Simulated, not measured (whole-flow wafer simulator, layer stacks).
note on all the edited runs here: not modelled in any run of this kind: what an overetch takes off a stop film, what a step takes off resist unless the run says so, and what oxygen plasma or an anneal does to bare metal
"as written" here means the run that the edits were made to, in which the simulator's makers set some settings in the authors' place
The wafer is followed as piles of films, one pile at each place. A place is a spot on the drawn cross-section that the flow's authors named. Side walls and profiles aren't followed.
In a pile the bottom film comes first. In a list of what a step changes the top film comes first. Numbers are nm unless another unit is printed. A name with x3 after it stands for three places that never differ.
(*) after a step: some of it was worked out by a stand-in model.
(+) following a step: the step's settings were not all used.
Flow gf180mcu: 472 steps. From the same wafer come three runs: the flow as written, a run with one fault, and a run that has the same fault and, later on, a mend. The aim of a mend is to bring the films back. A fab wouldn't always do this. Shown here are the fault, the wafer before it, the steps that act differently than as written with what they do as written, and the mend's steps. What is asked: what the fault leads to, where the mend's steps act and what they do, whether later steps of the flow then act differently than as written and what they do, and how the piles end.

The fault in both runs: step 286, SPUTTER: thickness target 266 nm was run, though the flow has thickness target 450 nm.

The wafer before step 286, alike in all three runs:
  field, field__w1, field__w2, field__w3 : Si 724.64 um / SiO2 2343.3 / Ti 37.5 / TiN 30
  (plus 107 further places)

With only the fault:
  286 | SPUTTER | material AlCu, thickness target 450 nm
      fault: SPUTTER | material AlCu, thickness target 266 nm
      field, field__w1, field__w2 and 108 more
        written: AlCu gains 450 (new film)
        fault: AlCu gains 266 (new film)
  Later steps of the flow acting differently than as written:
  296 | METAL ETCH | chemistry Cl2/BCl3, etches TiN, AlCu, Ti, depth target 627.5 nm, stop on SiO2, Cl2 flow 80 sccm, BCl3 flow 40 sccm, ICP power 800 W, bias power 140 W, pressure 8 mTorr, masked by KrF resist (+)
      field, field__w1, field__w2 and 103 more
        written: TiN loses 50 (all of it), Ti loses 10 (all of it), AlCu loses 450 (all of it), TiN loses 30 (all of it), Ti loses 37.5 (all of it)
        fault: TiN loses 50 (all of it), Ti loses 10 (all of it), AlCu loses 266 (all of it), TiN loses 30 (all of it), Ti loses 37.5 (all of it)
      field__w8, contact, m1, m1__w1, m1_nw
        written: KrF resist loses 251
        fault: KrF resist loses 236.1
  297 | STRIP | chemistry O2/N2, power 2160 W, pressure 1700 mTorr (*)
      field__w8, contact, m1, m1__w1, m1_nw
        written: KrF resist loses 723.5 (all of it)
        fault: KrF resist loses 738.4 (all of it)
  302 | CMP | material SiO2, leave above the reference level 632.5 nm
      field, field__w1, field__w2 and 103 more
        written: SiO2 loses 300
        fault: SiO2 loses 484
  The piles end different from the flow's at field, field__w1, field__w2 and 109 more by more than 2% or 0.5 nm, whichever is larger.
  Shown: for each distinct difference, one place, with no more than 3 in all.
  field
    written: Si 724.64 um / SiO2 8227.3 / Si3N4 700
    fault: Si 724.64 um / SiO2 8043.3 / Si3N4 700
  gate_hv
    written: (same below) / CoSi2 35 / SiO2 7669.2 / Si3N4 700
    fault: (same below) / CoSi2 35 / SiO2 7485.2 / Si3N4 700
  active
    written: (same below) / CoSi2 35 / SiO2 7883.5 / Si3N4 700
    fault: (same below) / CoSi2 35 / SiO2 7699.5 / Si3N4 700

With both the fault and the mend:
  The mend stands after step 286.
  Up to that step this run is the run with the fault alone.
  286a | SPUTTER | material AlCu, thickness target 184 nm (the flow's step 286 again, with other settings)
      field, field__w1, field__w2 and 108 more
        AlCu gains 184
  Later steps of the flow that are run all act as written at every place that is followed.
  The piles end the same as the flow's at every place that both follow.
